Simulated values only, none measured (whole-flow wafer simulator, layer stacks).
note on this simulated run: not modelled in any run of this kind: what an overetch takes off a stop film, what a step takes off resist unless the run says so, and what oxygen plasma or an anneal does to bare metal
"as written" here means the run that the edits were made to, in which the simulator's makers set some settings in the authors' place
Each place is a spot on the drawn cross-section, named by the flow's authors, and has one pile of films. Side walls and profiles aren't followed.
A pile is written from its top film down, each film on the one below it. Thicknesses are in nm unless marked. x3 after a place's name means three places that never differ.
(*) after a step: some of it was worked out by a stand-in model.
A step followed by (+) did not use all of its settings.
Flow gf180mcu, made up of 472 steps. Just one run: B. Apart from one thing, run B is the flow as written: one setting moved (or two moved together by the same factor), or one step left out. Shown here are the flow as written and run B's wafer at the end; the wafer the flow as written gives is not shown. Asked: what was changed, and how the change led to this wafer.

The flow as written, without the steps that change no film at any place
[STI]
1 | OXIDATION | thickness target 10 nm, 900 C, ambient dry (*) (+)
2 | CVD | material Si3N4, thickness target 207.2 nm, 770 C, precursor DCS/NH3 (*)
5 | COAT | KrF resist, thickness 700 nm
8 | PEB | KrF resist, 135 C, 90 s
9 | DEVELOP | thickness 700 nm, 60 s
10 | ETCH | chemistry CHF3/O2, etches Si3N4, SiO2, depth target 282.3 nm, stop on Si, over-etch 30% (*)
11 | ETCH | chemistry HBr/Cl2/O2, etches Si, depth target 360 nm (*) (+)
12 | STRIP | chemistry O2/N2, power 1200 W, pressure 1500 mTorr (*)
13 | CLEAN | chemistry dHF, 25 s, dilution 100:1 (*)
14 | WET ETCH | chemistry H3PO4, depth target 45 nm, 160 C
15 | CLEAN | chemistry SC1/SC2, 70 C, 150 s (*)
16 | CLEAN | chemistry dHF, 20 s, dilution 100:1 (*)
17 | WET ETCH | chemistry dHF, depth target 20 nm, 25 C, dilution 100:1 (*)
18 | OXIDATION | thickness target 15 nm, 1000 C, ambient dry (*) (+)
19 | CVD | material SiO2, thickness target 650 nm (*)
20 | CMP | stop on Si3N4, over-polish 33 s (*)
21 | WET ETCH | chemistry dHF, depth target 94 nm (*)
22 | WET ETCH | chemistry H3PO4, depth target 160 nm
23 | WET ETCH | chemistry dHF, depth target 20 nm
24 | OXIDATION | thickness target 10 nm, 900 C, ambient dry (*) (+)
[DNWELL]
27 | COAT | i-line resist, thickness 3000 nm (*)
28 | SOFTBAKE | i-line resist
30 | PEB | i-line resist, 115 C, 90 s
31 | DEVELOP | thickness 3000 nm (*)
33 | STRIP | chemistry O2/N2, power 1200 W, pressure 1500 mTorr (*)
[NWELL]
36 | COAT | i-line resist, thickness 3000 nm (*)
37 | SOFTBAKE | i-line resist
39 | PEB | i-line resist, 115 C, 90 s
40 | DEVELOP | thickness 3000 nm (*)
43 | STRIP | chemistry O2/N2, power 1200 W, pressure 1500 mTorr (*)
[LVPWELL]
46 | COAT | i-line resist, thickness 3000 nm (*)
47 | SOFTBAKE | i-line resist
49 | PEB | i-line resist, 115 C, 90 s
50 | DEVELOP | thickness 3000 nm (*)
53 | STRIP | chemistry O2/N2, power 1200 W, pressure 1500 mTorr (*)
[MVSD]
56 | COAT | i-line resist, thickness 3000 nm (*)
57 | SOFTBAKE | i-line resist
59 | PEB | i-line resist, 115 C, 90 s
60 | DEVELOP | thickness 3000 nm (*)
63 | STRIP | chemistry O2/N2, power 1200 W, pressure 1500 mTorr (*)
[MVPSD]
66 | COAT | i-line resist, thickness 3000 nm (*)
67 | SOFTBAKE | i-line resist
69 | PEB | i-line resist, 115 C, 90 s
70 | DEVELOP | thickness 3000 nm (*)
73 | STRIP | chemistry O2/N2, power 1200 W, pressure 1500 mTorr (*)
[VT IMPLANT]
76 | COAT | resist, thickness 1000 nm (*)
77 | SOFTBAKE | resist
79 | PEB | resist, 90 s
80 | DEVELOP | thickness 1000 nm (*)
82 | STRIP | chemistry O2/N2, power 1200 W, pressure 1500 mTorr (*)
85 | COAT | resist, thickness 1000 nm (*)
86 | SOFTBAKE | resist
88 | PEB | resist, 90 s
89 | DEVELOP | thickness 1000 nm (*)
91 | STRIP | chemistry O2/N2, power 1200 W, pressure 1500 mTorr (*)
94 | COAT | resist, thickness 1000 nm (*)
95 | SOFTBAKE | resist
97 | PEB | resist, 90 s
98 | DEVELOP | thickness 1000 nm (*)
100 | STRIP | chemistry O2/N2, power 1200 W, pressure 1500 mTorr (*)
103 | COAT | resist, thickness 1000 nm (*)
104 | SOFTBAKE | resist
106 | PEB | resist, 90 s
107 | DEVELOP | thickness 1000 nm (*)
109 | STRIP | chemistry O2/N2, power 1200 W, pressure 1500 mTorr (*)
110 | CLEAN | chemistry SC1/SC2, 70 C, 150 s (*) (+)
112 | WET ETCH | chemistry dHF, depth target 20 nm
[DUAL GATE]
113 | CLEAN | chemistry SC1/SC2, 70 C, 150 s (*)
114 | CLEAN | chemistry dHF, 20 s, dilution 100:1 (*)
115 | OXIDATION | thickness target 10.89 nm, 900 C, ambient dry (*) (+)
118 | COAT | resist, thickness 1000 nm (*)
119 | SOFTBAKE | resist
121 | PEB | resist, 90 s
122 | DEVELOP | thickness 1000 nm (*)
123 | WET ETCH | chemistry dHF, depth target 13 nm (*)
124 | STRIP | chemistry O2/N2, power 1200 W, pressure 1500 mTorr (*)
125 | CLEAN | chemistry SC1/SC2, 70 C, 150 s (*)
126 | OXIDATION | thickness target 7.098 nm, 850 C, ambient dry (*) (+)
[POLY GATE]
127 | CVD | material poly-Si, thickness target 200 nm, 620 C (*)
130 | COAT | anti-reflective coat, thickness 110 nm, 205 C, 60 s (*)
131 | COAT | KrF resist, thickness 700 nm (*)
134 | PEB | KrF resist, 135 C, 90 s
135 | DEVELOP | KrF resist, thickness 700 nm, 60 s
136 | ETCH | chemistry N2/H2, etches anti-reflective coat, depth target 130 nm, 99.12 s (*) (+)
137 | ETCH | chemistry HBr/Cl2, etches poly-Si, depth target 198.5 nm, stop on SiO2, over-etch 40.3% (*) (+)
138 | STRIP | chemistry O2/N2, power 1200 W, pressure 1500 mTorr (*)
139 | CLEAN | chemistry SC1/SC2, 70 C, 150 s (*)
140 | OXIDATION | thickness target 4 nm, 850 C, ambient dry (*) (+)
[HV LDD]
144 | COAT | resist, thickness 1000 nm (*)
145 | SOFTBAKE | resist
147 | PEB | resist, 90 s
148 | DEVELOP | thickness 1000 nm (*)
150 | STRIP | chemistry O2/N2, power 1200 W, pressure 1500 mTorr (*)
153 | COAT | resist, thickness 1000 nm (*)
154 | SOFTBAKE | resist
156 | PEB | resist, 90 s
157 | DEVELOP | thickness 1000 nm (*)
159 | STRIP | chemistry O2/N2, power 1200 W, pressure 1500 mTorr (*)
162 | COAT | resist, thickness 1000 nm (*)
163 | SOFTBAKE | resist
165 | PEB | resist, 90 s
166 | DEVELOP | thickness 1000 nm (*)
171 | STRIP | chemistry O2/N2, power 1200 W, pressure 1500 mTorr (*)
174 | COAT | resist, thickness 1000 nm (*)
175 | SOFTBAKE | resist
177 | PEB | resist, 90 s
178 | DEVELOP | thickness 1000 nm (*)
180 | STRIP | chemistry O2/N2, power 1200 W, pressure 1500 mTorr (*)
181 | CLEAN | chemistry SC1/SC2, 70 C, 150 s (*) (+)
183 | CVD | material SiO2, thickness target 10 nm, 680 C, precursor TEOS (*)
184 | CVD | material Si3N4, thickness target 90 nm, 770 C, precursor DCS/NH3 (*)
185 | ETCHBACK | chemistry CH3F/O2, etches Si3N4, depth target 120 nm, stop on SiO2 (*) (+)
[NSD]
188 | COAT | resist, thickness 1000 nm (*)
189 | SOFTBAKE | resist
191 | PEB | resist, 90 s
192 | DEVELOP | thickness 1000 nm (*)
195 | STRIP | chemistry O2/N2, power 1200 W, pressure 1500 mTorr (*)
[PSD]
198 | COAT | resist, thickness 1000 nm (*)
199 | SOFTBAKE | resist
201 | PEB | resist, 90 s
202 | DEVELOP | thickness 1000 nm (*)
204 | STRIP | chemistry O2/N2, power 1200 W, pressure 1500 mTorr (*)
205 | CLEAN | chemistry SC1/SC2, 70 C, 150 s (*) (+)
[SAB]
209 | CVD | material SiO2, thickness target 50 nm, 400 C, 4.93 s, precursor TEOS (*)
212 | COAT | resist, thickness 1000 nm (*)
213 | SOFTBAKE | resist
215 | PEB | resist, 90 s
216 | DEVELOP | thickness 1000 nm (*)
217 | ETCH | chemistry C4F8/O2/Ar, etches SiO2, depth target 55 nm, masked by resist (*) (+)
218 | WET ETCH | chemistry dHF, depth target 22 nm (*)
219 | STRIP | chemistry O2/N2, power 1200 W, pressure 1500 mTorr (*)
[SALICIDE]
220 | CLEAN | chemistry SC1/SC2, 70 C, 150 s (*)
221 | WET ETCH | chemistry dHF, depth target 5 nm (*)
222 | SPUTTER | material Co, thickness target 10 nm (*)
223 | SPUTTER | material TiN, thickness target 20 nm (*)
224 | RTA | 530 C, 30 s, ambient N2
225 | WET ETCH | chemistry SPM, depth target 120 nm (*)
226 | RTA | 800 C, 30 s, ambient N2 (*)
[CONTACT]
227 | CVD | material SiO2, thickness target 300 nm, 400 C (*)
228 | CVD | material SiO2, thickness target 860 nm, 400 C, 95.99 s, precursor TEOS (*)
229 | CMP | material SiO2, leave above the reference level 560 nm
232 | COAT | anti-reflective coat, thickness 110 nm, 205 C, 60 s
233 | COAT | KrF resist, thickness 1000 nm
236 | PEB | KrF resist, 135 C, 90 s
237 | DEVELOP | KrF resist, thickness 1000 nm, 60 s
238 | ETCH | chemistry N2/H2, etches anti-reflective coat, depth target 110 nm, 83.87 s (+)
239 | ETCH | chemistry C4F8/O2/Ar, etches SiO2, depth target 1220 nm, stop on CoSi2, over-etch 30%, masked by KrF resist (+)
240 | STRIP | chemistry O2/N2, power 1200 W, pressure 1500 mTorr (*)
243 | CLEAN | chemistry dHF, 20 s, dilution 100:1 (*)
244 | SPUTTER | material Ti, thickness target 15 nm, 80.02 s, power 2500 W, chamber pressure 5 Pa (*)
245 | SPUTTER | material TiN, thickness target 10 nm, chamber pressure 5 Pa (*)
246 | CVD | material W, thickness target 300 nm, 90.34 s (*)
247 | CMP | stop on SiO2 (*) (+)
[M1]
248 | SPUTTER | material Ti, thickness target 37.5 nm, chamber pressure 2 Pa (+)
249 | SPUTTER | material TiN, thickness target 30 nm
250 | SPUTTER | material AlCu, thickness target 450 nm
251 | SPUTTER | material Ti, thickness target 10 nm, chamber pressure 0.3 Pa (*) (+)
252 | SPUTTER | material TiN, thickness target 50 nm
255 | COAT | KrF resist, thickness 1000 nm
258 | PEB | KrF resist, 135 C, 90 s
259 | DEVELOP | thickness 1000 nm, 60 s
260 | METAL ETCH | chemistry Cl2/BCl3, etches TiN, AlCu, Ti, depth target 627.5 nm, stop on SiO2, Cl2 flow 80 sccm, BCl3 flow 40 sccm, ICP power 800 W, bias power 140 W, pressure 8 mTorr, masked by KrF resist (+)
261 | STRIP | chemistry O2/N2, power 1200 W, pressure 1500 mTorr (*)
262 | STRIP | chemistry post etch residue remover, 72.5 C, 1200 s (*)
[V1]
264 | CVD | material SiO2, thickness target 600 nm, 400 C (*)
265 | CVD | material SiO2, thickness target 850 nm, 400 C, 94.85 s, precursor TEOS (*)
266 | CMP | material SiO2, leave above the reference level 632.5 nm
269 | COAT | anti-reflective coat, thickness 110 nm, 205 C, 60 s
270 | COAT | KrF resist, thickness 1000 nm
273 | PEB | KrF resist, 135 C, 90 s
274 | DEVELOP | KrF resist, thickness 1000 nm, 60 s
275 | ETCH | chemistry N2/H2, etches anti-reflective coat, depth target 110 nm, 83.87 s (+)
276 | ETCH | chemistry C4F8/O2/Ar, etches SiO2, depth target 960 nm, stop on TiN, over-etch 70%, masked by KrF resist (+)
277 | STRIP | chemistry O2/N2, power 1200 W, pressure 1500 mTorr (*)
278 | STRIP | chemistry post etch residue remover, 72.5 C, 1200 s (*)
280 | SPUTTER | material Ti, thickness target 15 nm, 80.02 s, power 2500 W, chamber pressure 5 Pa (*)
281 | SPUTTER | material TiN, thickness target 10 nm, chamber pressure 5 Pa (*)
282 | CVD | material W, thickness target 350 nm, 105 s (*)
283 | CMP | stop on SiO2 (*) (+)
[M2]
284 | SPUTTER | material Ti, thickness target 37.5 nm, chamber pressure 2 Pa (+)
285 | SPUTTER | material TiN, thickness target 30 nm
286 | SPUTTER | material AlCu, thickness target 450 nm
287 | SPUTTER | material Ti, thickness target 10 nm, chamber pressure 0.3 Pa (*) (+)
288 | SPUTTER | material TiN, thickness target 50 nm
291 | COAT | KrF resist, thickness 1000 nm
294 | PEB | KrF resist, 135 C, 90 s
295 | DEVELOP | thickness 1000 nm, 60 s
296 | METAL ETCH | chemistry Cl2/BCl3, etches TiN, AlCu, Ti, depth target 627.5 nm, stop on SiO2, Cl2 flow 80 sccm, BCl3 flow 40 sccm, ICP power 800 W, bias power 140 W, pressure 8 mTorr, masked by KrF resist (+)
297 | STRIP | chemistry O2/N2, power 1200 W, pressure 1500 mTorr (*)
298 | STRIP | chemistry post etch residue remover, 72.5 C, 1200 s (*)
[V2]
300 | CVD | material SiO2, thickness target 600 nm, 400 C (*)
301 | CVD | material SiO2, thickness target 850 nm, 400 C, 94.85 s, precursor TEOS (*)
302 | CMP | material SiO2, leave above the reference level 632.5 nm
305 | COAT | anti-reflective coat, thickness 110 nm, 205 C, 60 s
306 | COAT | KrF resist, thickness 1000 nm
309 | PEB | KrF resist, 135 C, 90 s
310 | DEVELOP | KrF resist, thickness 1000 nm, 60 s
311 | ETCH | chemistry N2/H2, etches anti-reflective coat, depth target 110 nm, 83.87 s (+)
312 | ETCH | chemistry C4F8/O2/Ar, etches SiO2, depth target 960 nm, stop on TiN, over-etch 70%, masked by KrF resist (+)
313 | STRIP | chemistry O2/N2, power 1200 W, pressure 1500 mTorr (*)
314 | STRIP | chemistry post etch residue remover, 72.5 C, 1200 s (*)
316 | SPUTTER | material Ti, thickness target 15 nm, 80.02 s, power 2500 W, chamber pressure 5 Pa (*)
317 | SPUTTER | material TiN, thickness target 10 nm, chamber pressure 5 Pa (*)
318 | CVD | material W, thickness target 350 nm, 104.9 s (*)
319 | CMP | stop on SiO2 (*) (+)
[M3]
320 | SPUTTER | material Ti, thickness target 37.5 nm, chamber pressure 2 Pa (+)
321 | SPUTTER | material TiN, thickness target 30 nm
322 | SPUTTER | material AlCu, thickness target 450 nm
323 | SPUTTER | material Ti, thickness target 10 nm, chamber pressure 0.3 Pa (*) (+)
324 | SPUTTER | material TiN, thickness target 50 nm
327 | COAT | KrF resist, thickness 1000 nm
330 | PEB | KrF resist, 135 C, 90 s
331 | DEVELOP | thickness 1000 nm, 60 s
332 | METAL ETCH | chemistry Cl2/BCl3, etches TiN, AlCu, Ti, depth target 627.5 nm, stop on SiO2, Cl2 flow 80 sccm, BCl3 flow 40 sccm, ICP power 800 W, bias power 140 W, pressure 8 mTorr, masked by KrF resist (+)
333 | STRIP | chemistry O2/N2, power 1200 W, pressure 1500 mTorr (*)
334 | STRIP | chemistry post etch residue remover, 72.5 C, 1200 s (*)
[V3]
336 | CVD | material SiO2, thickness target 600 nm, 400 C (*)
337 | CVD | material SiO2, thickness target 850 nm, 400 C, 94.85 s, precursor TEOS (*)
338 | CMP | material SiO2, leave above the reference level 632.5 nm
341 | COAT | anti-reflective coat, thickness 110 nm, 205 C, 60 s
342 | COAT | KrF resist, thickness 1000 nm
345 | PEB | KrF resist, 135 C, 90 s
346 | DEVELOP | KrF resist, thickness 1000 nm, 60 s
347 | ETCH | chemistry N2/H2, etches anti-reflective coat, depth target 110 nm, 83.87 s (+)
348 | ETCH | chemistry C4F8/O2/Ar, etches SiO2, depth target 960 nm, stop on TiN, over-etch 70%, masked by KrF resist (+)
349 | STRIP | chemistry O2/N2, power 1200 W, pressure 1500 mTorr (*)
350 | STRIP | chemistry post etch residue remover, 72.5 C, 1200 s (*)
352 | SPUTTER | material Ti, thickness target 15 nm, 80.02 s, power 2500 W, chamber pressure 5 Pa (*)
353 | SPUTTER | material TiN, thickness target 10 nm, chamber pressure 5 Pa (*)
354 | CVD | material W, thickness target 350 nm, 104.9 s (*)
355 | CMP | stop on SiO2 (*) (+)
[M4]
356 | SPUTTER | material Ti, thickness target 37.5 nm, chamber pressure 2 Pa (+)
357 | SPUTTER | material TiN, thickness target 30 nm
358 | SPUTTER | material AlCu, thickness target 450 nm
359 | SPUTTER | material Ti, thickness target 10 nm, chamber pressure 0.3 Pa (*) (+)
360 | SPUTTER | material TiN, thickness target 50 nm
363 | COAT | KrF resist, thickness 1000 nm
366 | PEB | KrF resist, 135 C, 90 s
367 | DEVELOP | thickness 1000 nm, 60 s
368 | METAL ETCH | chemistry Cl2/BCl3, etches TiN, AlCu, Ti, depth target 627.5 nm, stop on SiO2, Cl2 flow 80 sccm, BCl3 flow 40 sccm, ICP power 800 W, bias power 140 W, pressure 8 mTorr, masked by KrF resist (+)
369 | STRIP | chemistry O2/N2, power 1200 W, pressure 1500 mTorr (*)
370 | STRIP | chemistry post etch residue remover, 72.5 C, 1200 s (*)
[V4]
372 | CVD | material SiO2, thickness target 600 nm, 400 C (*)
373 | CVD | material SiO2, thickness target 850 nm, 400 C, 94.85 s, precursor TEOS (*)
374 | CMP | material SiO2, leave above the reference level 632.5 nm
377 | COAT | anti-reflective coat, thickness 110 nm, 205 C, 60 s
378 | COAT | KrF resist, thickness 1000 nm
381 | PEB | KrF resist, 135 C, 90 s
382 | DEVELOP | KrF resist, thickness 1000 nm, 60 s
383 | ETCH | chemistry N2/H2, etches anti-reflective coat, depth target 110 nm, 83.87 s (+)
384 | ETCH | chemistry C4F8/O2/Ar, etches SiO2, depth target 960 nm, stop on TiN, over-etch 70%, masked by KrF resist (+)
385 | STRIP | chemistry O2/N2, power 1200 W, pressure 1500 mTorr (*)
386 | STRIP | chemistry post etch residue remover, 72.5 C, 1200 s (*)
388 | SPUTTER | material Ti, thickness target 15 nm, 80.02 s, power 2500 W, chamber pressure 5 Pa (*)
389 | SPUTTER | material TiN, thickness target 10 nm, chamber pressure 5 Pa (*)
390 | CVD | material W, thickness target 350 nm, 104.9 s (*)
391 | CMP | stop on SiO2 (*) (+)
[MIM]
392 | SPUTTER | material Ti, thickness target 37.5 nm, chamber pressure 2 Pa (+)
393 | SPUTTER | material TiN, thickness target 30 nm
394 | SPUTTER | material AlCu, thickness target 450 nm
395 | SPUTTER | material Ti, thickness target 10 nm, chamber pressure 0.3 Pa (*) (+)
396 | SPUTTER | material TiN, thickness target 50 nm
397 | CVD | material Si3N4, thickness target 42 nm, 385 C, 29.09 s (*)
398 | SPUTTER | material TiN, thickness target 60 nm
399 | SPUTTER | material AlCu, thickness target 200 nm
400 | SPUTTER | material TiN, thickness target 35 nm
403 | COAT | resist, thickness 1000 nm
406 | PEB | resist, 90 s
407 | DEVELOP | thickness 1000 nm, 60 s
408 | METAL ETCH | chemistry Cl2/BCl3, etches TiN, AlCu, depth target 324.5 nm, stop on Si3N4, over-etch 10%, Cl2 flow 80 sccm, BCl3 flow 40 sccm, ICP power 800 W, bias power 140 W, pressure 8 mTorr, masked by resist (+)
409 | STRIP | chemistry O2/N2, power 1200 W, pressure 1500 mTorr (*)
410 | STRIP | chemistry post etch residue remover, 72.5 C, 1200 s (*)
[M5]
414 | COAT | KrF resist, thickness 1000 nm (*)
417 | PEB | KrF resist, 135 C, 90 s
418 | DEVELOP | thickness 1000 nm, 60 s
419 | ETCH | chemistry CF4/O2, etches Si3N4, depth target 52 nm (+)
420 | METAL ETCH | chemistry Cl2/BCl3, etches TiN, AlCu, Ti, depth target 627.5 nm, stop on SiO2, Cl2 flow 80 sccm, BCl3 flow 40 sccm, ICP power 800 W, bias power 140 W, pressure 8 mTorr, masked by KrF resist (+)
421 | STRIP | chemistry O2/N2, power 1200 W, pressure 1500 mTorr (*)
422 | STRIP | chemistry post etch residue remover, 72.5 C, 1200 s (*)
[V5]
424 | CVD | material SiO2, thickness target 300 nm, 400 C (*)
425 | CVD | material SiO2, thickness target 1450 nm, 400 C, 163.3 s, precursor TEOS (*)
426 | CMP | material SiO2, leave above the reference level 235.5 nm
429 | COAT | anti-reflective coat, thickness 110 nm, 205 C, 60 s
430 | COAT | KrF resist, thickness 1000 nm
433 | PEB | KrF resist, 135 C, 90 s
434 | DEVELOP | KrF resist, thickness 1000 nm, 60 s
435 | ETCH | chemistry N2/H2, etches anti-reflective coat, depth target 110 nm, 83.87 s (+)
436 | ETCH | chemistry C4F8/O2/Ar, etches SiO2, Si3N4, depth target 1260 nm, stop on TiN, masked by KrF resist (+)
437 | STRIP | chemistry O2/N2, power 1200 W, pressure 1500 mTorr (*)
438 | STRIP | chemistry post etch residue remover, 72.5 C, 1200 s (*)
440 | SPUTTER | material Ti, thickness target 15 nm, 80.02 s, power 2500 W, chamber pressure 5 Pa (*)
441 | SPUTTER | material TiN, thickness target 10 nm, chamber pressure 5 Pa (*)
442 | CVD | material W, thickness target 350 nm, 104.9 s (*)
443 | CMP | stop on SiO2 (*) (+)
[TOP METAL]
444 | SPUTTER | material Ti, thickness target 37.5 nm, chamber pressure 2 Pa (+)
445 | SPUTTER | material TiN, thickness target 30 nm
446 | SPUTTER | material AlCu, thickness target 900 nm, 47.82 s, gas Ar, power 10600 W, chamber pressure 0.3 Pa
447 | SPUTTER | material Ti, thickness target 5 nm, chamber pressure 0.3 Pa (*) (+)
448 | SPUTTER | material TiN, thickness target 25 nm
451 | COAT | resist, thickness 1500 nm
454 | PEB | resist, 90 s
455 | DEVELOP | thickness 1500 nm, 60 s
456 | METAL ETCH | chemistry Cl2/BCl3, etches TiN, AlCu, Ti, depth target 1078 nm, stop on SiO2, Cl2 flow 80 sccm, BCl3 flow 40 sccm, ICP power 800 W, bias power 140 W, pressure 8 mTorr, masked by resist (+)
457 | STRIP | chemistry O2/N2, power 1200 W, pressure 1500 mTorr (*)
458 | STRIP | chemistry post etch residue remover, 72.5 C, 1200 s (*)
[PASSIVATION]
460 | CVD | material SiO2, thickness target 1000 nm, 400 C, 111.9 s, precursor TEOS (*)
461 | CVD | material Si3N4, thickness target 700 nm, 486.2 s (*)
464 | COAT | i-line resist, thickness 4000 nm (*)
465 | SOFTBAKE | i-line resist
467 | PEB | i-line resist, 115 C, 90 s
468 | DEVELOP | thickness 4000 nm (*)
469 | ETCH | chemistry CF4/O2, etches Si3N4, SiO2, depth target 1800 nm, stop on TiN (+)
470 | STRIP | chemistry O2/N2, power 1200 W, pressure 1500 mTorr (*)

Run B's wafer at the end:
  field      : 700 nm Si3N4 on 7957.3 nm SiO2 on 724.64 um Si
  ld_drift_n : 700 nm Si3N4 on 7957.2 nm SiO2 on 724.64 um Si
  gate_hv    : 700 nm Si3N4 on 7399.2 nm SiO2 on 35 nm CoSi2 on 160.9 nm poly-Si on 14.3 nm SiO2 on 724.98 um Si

The reason: step 394, SPUTTER: thickness target 180 nm was run, whereas the flow has thickness target 450 nm.

The path from the change to this, step by step:
  394 | SPUTTER | material AlCu, thickness target 450 nm
      field, field__w1, field__w2 and 108 more: +180 AlCu (new film) (in the flow as written it would be: +450 AlCu (new film))
  420 | METAL ETCH | chemistry Cl2/BCl3, etches TiN, AlCu, Ti, depth target 627.5 nm, stop on SiO2, Cl2 flow 80 sccm, BCl3 flow 40 sccm, ICP power 800 W, bias power 140 W, pressure 8 mTorr, masked by KrF resist (+)
      field, field__w1, field__w2 and 101 more: -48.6 TiN (all of it), -10 Ti (all of it), -180 AlCu (all of it), -30 TiN (all of it), -37.5 Ti (all of it) (in the flow as written it would be: -48.6 TiN (all of it), -10 Ti (all of it), -450 AlCu (all of it), -30 TiN (all of it), -37.5 Ti (all of it))
      field__w4, field__w8, contact, m1, m1__w1, mim, mim_1p0, m1_nw: -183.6 KrF resist (in the flow as written it would be: -251 KrF resist)
  421 | STRIP | chemistry O2/N2, power 1200 W, pressure 1500 mTorr (*)
      field__w8, m1__w1: -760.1 KrF resist (all of it) (in the flow as written it would be: -692.7 KrF resist (all of it))
      contact, m1: -760.5 KrF resist (all of it) (in the flow as written it would be: -693.2 KrF resist (all of it))
      (as well as at 4 more places)
  426 | CMP | material SiO2, leave above the reference level 235.5 nm
      field, field__w1, field__w5 and 92 more: -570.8 SiO2 (in the flow as written it would be: -300.8 SiO2)
      field__w2, field__w3, field__w12 and 6 more: -555 SiO2 (in the flow as written it would be: -272.7 SiO2)
